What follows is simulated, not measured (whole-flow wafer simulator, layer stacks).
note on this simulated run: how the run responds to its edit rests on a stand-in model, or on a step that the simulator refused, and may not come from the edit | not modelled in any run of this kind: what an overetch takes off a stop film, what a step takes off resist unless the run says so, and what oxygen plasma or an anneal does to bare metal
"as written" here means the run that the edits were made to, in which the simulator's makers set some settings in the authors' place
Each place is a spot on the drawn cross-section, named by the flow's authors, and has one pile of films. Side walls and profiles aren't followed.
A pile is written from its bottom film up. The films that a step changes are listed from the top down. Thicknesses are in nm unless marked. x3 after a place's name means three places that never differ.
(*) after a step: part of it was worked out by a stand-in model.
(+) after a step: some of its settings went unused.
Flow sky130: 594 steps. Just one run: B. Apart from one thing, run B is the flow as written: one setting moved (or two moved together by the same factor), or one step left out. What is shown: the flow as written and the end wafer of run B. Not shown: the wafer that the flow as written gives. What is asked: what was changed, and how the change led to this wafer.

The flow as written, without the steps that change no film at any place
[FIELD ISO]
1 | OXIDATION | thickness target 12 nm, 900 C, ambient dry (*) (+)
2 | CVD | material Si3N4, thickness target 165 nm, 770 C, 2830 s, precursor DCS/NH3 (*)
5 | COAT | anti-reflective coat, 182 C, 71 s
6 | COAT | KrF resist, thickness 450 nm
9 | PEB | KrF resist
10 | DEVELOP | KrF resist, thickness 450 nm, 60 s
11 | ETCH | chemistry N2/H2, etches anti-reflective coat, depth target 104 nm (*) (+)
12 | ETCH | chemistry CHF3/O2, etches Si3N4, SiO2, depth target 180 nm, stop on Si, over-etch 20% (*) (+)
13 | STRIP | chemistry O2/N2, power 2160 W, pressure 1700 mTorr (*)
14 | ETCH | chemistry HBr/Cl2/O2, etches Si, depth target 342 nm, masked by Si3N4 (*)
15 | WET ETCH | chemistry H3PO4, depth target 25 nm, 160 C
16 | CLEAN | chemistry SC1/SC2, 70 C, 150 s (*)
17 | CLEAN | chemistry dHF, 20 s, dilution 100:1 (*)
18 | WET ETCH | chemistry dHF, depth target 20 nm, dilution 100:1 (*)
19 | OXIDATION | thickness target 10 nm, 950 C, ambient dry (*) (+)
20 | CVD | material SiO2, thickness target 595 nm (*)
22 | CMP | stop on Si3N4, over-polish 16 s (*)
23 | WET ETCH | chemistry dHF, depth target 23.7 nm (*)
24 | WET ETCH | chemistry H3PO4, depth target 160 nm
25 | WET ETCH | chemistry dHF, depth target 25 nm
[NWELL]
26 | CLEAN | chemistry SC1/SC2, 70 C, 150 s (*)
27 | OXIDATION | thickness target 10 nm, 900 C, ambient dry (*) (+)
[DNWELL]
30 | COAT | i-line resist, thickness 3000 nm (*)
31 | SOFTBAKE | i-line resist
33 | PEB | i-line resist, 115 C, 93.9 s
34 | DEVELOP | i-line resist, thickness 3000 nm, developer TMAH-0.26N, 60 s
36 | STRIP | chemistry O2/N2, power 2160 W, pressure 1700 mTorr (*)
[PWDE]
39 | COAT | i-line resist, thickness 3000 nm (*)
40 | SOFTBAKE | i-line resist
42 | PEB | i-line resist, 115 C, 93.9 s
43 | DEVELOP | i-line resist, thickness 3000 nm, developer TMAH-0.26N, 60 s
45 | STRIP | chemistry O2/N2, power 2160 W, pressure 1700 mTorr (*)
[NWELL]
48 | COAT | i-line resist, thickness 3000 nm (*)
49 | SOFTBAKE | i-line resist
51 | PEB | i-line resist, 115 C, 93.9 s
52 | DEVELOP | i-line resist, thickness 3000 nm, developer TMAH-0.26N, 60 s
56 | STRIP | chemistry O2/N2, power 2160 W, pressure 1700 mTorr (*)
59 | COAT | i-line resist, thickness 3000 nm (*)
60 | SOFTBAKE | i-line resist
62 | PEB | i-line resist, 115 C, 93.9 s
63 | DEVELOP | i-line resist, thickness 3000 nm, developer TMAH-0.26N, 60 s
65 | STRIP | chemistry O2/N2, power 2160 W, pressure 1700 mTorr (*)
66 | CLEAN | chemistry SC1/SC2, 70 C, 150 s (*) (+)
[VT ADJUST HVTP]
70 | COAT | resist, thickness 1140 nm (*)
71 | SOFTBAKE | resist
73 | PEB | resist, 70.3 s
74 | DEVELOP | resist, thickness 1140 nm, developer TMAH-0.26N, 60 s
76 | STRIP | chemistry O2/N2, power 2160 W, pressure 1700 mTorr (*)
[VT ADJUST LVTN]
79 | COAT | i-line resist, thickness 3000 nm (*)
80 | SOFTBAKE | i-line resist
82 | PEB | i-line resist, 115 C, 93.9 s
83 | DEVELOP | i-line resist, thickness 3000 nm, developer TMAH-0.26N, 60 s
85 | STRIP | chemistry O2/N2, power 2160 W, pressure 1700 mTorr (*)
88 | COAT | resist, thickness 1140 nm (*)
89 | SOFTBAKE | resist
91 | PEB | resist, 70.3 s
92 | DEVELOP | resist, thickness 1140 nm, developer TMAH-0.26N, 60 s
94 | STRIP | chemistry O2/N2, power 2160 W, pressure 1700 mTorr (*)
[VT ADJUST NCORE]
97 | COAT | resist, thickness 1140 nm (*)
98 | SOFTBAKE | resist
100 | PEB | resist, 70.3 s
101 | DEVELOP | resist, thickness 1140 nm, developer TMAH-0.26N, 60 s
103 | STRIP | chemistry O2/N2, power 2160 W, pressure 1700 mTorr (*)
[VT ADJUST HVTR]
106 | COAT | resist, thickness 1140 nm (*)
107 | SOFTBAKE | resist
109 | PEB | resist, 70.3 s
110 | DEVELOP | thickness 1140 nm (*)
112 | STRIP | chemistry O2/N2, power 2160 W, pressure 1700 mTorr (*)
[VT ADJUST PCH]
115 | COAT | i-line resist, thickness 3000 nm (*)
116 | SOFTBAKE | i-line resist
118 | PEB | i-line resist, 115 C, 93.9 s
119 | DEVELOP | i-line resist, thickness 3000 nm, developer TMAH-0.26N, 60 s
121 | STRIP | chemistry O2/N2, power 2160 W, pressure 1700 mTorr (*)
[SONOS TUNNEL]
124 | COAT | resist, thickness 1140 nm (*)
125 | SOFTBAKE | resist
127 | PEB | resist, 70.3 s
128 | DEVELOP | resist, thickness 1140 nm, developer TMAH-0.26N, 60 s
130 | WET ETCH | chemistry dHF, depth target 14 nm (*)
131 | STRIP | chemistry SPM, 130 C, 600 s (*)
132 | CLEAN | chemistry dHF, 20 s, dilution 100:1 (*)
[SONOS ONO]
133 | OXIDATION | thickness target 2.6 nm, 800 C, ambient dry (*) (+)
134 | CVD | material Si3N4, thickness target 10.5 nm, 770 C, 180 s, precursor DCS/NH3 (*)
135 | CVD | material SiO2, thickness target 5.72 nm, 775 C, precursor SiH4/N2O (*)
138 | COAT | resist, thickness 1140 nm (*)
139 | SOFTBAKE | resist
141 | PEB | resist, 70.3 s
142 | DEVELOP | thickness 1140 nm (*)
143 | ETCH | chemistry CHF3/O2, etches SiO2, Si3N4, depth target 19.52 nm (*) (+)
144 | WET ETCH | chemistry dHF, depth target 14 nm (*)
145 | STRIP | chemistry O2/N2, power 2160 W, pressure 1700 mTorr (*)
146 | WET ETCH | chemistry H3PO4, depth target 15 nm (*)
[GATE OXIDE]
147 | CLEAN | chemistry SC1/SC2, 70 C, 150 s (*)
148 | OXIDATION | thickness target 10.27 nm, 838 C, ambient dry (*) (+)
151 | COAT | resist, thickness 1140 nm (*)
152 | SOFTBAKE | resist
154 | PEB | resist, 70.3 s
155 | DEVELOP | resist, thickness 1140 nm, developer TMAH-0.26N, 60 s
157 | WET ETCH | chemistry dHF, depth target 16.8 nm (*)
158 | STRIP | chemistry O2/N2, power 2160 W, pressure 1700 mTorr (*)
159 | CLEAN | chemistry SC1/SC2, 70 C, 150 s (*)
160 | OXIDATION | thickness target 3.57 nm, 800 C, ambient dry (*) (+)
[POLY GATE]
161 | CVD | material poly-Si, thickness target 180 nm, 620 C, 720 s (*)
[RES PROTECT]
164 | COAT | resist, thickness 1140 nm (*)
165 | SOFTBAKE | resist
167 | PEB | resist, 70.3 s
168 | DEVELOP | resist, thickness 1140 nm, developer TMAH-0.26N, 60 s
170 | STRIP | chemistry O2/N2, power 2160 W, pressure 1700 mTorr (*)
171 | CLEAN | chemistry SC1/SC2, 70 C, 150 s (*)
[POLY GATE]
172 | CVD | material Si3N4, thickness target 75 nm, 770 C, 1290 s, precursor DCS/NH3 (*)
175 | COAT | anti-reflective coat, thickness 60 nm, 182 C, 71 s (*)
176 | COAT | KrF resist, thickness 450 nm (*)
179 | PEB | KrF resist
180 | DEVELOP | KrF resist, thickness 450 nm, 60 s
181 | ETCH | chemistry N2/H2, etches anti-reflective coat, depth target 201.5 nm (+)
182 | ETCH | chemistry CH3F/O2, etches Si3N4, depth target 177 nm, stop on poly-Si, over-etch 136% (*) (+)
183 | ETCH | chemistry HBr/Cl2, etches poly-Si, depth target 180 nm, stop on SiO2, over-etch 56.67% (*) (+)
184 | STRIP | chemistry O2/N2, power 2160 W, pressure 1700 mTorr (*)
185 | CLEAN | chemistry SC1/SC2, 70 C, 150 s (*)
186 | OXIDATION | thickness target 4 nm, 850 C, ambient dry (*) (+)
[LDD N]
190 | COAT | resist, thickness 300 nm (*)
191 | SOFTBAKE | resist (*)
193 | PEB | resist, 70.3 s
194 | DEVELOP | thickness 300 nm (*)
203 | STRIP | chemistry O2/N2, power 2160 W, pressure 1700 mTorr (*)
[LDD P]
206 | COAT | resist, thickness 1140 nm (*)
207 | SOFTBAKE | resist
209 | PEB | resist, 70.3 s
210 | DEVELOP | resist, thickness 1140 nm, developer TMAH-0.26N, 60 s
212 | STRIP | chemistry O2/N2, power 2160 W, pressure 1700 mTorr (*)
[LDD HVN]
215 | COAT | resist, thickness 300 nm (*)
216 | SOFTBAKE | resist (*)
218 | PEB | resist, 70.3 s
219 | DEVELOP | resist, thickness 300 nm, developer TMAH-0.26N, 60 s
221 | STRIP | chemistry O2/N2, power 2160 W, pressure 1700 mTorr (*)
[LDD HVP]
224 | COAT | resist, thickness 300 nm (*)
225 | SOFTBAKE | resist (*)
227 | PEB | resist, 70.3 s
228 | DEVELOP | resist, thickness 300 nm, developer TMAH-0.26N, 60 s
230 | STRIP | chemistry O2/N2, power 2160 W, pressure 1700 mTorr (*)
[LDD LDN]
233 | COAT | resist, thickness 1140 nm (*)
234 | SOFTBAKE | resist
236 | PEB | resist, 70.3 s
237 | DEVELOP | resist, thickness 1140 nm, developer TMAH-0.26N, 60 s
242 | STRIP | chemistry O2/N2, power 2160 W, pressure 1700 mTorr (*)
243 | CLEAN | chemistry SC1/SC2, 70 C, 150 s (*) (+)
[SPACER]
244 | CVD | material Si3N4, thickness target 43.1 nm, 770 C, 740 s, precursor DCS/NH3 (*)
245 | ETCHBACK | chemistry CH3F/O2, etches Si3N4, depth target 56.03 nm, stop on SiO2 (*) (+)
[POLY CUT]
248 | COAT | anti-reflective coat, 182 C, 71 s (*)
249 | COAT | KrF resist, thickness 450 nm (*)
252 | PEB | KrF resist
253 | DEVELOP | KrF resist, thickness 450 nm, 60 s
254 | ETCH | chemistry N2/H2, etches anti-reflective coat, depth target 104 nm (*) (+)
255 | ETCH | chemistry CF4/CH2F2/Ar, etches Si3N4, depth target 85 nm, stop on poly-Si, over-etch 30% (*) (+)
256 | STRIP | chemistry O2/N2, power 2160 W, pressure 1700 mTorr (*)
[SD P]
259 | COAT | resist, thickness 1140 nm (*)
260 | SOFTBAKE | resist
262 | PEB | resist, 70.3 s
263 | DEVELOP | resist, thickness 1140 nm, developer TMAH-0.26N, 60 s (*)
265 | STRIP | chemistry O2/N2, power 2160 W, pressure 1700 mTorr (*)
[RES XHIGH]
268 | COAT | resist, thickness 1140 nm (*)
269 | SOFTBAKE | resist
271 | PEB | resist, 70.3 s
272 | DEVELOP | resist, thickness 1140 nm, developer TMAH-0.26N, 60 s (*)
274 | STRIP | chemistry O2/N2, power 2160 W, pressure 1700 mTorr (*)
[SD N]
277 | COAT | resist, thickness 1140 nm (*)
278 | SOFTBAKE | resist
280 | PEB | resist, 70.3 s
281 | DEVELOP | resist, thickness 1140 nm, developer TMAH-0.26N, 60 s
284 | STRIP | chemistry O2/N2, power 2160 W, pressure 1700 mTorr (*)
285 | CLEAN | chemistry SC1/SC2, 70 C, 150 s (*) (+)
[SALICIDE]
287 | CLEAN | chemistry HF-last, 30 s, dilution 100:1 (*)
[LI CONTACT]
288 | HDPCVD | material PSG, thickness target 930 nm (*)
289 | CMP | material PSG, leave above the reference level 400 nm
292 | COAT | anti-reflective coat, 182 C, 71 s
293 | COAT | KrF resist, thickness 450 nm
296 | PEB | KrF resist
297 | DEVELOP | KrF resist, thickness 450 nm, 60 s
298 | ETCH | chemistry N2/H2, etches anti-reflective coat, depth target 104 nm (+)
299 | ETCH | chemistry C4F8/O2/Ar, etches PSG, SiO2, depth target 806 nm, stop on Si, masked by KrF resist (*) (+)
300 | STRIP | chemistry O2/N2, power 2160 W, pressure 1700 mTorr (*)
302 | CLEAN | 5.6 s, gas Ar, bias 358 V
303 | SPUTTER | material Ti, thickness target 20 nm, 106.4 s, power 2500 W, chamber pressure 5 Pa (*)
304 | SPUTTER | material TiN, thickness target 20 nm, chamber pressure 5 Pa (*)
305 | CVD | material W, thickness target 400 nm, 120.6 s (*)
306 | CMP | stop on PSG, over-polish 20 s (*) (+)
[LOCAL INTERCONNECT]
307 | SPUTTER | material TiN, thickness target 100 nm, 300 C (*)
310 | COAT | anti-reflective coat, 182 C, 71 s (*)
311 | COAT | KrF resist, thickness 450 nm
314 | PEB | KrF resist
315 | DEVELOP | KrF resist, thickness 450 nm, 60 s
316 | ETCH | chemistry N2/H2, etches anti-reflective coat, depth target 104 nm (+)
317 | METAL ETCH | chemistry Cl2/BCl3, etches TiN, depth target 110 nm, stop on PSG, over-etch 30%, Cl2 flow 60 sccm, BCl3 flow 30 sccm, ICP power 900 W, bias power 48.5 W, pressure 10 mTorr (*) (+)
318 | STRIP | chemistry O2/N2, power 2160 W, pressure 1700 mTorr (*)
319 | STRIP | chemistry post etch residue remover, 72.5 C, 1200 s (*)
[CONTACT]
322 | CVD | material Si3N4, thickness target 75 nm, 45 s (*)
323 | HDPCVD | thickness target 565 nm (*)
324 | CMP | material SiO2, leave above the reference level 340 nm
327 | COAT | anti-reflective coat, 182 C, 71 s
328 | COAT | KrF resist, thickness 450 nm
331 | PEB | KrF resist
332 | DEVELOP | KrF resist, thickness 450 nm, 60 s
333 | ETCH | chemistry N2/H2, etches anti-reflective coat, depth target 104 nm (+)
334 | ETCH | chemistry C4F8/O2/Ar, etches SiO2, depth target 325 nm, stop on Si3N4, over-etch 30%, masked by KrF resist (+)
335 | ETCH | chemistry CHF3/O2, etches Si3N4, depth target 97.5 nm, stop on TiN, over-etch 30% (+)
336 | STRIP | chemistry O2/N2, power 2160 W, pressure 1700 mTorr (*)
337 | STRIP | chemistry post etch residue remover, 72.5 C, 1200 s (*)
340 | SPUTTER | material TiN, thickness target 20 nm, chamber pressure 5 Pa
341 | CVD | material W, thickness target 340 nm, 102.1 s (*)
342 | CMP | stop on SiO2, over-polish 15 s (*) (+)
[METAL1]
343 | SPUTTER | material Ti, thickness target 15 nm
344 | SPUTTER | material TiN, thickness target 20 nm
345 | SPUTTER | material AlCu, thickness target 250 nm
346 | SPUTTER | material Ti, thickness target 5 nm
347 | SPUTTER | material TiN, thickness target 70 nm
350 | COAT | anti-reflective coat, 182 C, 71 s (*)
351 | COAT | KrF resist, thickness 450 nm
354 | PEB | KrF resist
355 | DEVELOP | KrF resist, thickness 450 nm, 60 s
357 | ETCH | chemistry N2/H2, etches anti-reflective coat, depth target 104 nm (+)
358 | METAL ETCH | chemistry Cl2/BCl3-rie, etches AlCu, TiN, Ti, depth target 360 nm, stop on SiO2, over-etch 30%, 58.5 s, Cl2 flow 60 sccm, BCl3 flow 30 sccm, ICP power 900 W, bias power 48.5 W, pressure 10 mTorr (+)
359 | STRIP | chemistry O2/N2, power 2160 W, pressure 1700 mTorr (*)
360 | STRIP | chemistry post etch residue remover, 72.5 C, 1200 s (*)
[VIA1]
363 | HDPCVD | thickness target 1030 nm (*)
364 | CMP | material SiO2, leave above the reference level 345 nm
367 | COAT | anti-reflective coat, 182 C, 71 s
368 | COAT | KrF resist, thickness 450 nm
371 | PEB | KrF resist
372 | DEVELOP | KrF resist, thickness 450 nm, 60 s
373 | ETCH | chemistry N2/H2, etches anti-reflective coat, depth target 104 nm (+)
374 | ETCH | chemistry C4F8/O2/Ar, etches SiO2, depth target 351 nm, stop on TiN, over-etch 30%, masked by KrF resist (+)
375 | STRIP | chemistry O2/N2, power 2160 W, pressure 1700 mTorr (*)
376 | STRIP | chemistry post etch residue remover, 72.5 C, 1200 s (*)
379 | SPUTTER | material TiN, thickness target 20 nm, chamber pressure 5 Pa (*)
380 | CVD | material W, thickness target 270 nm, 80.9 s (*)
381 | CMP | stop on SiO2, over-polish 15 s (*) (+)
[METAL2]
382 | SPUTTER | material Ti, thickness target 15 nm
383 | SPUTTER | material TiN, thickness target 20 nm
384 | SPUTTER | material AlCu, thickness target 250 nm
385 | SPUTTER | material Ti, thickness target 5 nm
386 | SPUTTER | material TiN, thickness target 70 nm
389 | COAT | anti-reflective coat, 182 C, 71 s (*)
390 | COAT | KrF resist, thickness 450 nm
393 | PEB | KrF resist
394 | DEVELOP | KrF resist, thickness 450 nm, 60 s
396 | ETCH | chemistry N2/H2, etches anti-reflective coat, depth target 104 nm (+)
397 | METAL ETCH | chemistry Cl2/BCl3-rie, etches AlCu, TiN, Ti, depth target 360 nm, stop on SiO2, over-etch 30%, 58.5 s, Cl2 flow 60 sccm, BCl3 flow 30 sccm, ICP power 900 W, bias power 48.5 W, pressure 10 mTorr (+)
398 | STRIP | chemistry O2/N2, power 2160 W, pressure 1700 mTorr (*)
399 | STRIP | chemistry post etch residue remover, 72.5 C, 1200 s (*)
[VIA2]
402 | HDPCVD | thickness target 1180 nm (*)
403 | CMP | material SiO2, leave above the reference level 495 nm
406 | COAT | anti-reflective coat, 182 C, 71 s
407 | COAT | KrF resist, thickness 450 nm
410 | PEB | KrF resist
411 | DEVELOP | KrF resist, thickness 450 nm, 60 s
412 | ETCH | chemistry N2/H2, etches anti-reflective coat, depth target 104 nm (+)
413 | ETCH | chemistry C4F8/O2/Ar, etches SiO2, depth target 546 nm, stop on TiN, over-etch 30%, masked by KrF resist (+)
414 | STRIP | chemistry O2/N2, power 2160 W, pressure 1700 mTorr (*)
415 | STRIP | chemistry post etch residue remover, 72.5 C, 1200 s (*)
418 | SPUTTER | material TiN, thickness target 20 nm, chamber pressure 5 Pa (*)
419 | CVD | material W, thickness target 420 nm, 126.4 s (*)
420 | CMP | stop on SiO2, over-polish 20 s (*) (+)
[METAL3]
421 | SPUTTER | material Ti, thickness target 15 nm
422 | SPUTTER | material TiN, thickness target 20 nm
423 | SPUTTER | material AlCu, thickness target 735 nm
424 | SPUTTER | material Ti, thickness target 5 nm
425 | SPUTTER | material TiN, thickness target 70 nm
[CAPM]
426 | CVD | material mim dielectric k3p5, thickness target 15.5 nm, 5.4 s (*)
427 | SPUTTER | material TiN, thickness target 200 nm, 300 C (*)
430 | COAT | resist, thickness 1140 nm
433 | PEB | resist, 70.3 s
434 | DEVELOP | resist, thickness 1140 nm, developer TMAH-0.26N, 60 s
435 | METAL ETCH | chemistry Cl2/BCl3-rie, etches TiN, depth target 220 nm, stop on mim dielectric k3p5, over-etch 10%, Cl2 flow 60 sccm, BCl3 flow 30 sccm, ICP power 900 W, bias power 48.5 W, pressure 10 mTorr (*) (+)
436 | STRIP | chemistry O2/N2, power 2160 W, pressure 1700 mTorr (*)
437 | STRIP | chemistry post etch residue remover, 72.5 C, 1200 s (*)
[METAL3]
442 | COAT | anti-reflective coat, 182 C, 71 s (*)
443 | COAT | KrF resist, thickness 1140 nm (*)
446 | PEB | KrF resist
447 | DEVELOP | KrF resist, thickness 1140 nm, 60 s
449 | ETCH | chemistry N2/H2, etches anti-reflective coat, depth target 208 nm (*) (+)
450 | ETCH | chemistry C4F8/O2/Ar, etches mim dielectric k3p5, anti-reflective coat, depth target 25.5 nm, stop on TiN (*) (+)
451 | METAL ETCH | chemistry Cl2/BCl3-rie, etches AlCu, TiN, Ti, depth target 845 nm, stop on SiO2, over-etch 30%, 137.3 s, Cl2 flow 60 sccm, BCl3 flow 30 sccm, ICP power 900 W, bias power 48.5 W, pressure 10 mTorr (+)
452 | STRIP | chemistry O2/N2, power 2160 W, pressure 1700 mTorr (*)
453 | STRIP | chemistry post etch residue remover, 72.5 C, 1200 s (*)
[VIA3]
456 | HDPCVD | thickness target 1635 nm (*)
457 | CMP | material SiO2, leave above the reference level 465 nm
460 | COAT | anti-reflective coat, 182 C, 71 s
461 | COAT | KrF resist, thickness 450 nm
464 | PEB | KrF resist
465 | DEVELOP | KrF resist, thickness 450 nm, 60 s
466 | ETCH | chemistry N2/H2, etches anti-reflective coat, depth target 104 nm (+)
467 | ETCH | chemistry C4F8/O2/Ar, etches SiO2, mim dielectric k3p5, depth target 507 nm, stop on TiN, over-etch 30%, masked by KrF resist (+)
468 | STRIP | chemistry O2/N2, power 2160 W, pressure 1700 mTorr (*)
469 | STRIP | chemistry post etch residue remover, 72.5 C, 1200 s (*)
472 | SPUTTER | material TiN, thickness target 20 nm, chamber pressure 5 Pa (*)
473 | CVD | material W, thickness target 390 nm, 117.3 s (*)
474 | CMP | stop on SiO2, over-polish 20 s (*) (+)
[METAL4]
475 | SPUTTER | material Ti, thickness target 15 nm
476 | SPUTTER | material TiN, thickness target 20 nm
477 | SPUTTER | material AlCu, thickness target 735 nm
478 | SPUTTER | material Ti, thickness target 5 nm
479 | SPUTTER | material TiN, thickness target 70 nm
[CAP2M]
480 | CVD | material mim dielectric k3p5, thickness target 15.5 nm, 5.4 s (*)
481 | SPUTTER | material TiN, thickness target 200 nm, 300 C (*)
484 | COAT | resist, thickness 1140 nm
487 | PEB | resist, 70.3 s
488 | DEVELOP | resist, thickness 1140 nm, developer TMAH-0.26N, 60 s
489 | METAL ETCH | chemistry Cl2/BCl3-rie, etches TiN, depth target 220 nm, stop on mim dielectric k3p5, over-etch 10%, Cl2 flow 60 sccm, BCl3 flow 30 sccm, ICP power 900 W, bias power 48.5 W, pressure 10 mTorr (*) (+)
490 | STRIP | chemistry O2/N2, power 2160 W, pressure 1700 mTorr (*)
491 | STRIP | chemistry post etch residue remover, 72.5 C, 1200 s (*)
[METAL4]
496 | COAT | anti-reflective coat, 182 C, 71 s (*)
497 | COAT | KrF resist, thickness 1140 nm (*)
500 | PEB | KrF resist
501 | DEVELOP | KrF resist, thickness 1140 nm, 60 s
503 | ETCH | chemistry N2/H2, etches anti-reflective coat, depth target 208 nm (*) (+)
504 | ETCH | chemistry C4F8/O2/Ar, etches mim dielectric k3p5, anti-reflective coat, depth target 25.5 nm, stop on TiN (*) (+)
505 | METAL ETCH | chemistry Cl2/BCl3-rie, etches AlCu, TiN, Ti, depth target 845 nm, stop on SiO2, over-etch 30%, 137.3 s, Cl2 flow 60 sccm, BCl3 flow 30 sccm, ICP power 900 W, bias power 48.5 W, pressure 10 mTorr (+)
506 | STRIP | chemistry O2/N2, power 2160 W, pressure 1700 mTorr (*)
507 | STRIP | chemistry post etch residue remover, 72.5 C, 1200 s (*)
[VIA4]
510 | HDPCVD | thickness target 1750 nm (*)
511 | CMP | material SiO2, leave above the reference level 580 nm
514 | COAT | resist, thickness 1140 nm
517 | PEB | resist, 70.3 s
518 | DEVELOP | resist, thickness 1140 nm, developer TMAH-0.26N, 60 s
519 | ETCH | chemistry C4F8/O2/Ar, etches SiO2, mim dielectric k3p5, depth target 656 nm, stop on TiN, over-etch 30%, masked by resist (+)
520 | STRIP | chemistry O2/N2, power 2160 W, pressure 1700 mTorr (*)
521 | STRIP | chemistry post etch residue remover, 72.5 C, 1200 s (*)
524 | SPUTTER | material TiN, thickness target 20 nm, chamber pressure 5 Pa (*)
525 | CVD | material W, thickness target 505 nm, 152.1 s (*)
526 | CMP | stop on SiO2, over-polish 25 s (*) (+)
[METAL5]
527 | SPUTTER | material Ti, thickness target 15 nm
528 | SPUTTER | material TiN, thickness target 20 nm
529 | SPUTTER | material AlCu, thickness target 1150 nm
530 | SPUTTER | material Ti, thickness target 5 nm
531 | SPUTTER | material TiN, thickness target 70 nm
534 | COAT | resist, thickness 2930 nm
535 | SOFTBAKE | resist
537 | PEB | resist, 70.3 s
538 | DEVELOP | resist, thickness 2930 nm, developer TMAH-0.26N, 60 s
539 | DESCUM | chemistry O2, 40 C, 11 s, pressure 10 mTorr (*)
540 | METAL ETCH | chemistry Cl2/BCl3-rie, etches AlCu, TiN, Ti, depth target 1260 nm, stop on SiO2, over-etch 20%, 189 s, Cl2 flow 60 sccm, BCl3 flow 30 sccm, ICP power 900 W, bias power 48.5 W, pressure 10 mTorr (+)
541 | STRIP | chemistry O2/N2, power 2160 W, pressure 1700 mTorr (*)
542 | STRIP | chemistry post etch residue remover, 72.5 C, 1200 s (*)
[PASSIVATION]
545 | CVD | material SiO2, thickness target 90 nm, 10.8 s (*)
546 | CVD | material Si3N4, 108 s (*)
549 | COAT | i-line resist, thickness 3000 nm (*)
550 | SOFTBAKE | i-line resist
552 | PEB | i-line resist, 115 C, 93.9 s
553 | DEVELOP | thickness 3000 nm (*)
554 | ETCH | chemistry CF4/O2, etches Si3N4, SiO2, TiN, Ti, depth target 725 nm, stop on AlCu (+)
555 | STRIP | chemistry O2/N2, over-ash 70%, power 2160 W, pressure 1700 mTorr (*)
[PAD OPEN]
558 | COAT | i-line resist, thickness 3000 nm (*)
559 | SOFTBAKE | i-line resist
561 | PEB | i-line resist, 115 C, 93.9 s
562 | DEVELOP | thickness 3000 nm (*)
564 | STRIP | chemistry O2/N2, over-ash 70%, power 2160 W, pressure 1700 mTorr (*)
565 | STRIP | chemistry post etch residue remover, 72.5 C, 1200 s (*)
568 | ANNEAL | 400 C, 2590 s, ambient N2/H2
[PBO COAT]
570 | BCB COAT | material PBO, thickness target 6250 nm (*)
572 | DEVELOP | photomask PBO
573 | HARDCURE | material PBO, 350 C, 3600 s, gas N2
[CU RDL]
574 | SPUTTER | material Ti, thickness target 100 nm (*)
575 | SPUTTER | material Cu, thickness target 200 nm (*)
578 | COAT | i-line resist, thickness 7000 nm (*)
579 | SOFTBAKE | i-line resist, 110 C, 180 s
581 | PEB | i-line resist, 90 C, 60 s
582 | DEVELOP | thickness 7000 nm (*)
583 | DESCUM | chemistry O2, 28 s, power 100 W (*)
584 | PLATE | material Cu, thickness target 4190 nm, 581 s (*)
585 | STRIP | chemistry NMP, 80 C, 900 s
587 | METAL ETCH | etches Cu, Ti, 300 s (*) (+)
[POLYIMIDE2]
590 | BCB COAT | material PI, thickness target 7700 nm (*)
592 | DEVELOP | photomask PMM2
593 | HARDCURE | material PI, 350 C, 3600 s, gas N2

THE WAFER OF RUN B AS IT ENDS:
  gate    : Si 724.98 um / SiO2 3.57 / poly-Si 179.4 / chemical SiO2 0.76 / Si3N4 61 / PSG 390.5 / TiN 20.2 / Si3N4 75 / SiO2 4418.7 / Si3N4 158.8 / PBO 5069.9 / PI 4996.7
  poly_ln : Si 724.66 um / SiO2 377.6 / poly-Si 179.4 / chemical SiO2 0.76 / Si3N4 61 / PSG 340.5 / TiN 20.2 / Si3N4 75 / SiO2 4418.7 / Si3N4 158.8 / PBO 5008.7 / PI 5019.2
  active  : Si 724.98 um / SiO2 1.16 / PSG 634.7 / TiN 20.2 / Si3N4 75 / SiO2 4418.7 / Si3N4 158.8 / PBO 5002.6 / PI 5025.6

Cause: step 316, ETCH: depth target 49.4 nm was run, though the flow has depth target 104 nm.

Step by step, how the change led to this:
  316 | ETCH | chemistry N2/H2, etches anti-reflective coat, depth target 104 nm (+)
      field, active, gate and 87 more: anti-reflective coat loses 49.4 (as written it would have been: anti-reflective coat loses 80 (all of it), TiN loses 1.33)
      rpo_hd: anti-reflective coat loses 49.4 (as written it would have been: anti-reflective coat loses 80 (all of it), TiN loses 1.34)
      (as well as at 100 more places)
  317 | METAL ETCH | chemistry Cl2/BCl3, etches TiN, depth target 110 nm, stop on PSG, over-etch 30%, Cl2 flow 60 sccm, BCl3 flow 30 sccm, ICP power 900 W, bias power 48.5 W, pressure 10 mTorr (*) (+)
      field, active, gate and 88 more: anti-reflective coat loses 30.6 (all of it), TiN loses 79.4 (as written it would have been: TiN loses 98.7 (all of it))
  318 | STRIP | chemistry O2/N2, power 2160 W, pressure 1700 mTorr (*)
      n_well, p_well, gate_hv and 93 more: KrF resist loses 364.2 (all of it), anti-reflective coat loses 80 (all of it) (as written it would have been: KrF resist loses 333.8 (all of it), anti-reflective coat loses 80 (all of it))
      poly_licon, ndiff_licon, ndiff_licon_cpp, rpo_hd_licon: KrF resist loses 364.2 (all of it), anti-reflective coat loses 80.5 (all of it) (as written it would have been: KrF resist loses 333.9 (all of it), anti-reflective coat loses 80.5 (all of it))
  324 | CMP | material SiO2, leave above the reference level 340 nm
      field, active, gate and 88 more: SiO2 loses 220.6 (as written it would have been: SiO2 loses 200.4)
With metal films that touch counted as one body, gate has 1 body; the flow as written gives 0 bodies.
With metal films that touch counted as one body, poly_ln has 1 body; the flow as written gives 0 bodies.
With metal films that touch counted as one body, active has 1 body; the flow as written gives 0 bodies.
